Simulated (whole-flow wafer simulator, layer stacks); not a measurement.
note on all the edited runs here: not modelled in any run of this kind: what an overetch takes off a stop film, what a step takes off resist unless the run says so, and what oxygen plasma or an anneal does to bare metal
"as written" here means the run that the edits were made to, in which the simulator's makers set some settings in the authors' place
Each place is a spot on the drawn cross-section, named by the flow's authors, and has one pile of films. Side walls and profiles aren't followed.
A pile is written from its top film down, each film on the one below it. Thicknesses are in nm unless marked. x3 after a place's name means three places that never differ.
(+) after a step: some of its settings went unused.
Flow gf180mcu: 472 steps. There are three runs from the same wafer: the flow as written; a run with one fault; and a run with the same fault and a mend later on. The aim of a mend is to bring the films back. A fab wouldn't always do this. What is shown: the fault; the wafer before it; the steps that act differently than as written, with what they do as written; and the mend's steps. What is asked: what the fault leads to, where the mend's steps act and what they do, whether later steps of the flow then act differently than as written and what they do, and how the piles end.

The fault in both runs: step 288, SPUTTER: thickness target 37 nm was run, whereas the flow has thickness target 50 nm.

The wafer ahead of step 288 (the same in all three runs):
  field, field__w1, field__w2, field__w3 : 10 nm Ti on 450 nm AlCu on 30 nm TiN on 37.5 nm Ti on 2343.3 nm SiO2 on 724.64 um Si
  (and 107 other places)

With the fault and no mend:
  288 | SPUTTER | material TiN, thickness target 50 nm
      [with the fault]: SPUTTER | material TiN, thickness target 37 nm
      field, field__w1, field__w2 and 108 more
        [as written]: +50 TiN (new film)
        [with the fault]: +37 TiN (new film)
  Steps further on in the flow that do not act as written (4 other steps are not shown; they differ only slightly, by no more than 2% or 0.5 nm, whichever is larger):
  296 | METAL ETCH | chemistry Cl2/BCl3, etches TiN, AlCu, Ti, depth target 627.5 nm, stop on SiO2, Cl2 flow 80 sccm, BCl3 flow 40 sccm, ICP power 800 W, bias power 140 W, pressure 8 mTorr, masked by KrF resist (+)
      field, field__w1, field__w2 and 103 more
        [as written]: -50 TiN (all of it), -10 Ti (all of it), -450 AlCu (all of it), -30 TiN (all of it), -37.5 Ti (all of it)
        [with the fault]: -37 TiN (all of it), -10 Ti (all of it), -450 AlCu (all of it), -30 TiN (all of it), -37.5 Ti (all of it)
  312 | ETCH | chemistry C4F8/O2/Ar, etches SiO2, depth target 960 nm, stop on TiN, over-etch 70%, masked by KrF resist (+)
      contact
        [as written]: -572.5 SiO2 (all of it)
        [with the fault]: -585.5 SiO2 (all of it)
  At field__w8, contact, m1, m1__w1, m1_nw, the piles at the end differ from the flow's by more than 2% or 0.5 nm, whichever is larger.
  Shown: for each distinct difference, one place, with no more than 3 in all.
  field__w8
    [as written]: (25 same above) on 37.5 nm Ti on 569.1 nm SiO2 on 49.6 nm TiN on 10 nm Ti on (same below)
    [with the fault]: (25 same above) on 37.5 nm Ti on 582.1 nm SiO2 on 36.6 nm TiN on 10 nm Ti on (same below)
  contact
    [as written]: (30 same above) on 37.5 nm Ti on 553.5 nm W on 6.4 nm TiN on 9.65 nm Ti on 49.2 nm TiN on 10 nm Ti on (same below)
    [with the fault]: (30 same above) on 37.5 nm Ti on 566.6 nm W on 6.36 nm TiN on 9.58 nm Ti on 36.2 nm TiN on 10 nm Ti on (same below)

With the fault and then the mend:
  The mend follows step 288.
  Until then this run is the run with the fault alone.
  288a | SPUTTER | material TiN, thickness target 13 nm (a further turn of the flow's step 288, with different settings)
      field, field__w1, field__w2 and 108 more
        +13 TiN
  Every later step of the flow that is run acts as written at every place that is followed.
  At every place that both follow, the piles at the end match the flow's.
